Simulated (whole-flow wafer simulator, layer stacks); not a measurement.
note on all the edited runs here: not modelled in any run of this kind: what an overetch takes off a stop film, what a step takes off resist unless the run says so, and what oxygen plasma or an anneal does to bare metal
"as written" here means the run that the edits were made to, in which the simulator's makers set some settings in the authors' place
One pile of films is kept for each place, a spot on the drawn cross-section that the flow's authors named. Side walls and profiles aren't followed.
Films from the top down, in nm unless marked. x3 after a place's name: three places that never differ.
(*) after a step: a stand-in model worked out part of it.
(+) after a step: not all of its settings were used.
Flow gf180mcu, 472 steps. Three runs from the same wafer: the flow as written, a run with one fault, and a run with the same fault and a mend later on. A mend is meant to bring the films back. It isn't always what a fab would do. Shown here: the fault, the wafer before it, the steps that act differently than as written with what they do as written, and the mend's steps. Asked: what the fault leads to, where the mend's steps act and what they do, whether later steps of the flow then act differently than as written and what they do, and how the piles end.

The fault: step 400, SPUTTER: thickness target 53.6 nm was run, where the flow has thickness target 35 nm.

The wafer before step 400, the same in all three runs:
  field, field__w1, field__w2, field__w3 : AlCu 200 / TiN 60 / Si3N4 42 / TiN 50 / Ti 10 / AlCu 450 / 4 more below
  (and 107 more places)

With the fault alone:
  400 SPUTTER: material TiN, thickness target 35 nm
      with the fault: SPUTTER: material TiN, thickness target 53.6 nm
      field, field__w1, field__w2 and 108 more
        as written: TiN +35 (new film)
        with the fault: TiN +53.6 (new film)
  Later steps of the flow that act differently than as written (6 more steps differ only slightly, by at most 2% or 0.5 nm, whichever is larger, and aren't shown):
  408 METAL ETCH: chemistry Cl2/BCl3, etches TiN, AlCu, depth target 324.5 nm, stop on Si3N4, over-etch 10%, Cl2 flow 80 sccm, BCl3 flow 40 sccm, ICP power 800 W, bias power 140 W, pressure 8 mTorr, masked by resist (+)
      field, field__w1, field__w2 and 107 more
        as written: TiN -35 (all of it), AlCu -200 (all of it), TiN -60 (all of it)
        with the fault: TiN -53.6 (all of it), AlCu -200 (all of it), TiN -60 (all of it)
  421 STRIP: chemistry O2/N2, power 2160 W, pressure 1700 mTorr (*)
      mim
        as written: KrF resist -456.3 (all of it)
        with the fault: KrF resist -442.4 (all of it)
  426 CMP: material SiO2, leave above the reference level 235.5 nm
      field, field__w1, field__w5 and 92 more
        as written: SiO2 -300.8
        with the fault: SiO2 -282.2
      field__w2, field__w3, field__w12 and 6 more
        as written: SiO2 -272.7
        with the fault: SiO2 -254.1
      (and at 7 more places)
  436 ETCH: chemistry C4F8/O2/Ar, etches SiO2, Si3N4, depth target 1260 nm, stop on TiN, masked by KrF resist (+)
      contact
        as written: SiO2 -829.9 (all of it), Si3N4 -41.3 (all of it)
        with the fault: SiO2 -848.5 (all of it), Si3N4 -41.3 (all of it)
  At the end the piles differ from the flow's by more than 2% or 0.5 nm, whichever is larger, at field__w8, contact, m1, m1__w1, mim, m1_nw.
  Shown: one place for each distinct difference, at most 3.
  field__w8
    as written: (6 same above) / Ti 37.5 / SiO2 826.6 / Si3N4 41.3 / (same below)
    with the fault: (6 same above) / Ti 37.5 / SiO2 845.2 / Si3N4 41.3 / (same below)
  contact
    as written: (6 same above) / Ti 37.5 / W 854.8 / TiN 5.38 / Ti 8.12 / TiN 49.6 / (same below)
    with the fault: (6 same above) / Ti 37.5 / W 873.5 / TiN 5.32 / Ti 8.03 / TiN 49.6 / (same below)
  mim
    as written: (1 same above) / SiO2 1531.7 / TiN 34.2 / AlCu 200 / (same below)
    with the fault: (1 same above) / SiO2 1531.7 / TiN 52.8 / AlCu 200 / (same below)

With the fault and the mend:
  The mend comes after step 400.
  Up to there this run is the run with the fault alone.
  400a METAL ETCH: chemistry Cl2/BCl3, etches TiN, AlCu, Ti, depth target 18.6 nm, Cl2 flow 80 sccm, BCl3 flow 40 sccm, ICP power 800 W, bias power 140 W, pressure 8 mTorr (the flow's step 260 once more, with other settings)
      field, field__w1, field__w2 and 108 more
        TiN -18.6
  No later step of the flow acts differently than as written at any place that is followed.
  At the end the piles are the same as the flow's at every place that both follow.
